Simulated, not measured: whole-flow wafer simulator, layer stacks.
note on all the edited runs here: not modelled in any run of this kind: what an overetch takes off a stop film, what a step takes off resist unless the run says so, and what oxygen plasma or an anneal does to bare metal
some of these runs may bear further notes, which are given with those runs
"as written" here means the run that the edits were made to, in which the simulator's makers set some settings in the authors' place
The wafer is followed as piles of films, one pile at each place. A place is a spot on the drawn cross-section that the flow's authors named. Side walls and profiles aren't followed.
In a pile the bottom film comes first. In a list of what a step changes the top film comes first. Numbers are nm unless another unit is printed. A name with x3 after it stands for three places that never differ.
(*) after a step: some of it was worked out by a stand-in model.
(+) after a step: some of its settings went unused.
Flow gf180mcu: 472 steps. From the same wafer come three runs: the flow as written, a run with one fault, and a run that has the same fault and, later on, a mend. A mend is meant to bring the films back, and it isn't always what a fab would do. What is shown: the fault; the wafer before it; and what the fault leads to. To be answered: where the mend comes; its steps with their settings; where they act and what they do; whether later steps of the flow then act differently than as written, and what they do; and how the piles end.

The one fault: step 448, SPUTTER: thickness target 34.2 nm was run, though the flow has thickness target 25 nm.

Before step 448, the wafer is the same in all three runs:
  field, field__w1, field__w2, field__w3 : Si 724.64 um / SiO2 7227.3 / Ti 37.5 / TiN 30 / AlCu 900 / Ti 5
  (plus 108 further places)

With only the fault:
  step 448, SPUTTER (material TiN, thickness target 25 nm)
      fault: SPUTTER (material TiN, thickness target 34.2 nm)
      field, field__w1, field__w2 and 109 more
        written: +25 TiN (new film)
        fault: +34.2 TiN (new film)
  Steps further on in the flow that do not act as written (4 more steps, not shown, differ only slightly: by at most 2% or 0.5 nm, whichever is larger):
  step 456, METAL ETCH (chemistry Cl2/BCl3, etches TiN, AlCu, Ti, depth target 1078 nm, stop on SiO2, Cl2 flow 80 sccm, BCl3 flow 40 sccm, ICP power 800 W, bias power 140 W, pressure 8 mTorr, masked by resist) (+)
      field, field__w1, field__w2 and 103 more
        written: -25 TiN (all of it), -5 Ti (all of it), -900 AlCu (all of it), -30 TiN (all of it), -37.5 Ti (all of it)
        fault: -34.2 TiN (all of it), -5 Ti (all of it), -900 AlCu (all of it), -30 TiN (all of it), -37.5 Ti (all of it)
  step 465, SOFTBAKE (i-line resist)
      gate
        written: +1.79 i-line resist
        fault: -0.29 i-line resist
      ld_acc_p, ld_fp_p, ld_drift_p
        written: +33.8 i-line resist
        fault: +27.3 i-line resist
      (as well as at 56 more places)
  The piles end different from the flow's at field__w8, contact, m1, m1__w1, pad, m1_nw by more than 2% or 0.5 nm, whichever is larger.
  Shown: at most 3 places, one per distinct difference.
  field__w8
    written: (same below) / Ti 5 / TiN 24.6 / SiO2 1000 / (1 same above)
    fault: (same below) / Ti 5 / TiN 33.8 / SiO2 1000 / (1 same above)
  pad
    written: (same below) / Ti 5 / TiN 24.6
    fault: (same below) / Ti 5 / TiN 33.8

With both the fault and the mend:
  The mend stands after step 455.
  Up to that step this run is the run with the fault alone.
  step 455a, STRIP (chemistry O2/N2, power 2160 W, pressure 1700 mTorr) (*)
      field__w8, contact, m1, m1__w1, pad, m1_nw
        -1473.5 resist (all of it)
  step 455b, METAL ETCH (chemistry Cl2/BCl3, etches TiN, AlCu, Ti, depth target 9.2 nm, Cl2 flow 80 sccm, BCl3 flow 40 sccm, ICP power 800 W, bias power 140 W, pressure 8 mTorr) (the flow's step 260 again, with other settings)
      field, field__w1, field__w2 and 109 more
        -9.2 TiN
  step 455c, HMDS (120 C, 60 s) (the flow's step 450 again)
      leaves every film unchanged at each place that is followed
  step 455d, COAT (resist, thickness 1500 nm) (the flow's step 451 again)
      field, field__w1, field__w2 and 109 more
        +1500 resist (new film)
  step 455e, SOFTBAKE (resist) (the flow's step 452 again)
      leaves every film unchanged at each place that is followed
  step 455f, EXPOSE (photomask MetalTop) (the flow's step 453 again)
      leaves every film unchanged at each place that is followed
  step 455g, PEB (resist, 70.3 s) (the flow's step 454 again)
      field, field__w1, field__w2 and 109 more
        -26.5 resist
  step 455h, DEVELOP (thickness 1500 nm, 60 s) (the flow's step 455 again)
      field, field__w1, field__w2 and 103 more
        -1473.5 resist (all of it)
  Every later step of the flow that is run acts as written at every place that is followed.
  By the end, the piles equal the flow's at every place that both follow.
